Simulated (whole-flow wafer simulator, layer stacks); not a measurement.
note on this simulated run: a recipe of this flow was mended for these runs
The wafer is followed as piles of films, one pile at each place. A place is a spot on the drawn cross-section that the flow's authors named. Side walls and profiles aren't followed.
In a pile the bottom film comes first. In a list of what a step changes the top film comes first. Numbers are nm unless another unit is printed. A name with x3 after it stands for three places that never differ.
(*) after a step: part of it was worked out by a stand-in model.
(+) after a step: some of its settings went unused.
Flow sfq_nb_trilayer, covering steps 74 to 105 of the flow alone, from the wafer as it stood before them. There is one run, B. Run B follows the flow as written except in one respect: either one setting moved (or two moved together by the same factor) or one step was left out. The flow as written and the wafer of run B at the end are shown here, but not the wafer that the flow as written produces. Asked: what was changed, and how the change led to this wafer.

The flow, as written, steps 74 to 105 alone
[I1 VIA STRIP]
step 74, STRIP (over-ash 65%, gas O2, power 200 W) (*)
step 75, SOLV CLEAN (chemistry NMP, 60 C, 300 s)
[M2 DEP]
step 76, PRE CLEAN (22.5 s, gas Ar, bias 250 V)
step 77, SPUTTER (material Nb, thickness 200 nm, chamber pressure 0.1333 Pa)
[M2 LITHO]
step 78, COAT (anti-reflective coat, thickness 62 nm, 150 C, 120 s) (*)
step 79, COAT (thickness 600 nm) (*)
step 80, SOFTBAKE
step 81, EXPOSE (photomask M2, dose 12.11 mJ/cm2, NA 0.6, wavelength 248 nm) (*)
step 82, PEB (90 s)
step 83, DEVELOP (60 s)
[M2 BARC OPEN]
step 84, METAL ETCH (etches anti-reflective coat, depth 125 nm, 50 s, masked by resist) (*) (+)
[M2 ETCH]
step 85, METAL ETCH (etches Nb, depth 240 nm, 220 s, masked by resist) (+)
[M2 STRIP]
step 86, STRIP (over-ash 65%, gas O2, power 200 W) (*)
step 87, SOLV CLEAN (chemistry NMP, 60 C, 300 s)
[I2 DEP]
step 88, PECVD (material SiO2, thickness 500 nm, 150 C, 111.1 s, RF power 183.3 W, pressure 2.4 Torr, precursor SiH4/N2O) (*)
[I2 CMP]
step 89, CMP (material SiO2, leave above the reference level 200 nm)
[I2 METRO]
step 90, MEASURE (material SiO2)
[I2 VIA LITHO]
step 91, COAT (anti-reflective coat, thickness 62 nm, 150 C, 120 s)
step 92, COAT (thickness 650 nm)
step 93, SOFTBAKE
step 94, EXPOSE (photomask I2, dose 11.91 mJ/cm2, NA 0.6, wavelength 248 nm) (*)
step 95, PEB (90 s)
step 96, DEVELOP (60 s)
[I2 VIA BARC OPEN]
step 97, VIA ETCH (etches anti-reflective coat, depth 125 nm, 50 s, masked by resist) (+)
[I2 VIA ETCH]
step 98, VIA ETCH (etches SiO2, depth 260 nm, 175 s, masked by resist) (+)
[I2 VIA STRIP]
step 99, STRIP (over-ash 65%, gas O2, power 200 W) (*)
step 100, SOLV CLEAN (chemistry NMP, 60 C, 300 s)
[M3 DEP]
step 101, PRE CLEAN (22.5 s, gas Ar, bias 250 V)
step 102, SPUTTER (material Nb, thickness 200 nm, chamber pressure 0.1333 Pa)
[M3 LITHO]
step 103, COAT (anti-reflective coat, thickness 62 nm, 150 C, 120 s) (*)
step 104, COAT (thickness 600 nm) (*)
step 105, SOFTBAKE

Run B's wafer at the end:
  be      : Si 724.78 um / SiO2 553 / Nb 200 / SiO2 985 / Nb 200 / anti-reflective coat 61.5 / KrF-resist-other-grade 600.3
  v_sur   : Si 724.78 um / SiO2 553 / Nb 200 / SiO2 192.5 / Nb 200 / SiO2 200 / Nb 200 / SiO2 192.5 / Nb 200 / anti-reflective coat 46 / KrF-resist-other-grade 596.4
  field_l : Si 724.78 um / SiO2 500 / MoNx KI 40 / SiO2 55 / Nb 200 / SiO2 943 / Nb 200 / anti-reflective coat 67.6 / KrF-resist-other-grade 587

The reason: step 76, PRE CLEAN: 22.5 s, gas Ar, bias 250 V, was skipped.

Step by step, how the change led to this:
  (no step that both runs have acts differently by more than 2% or 0.5 nm, whichever is larger)
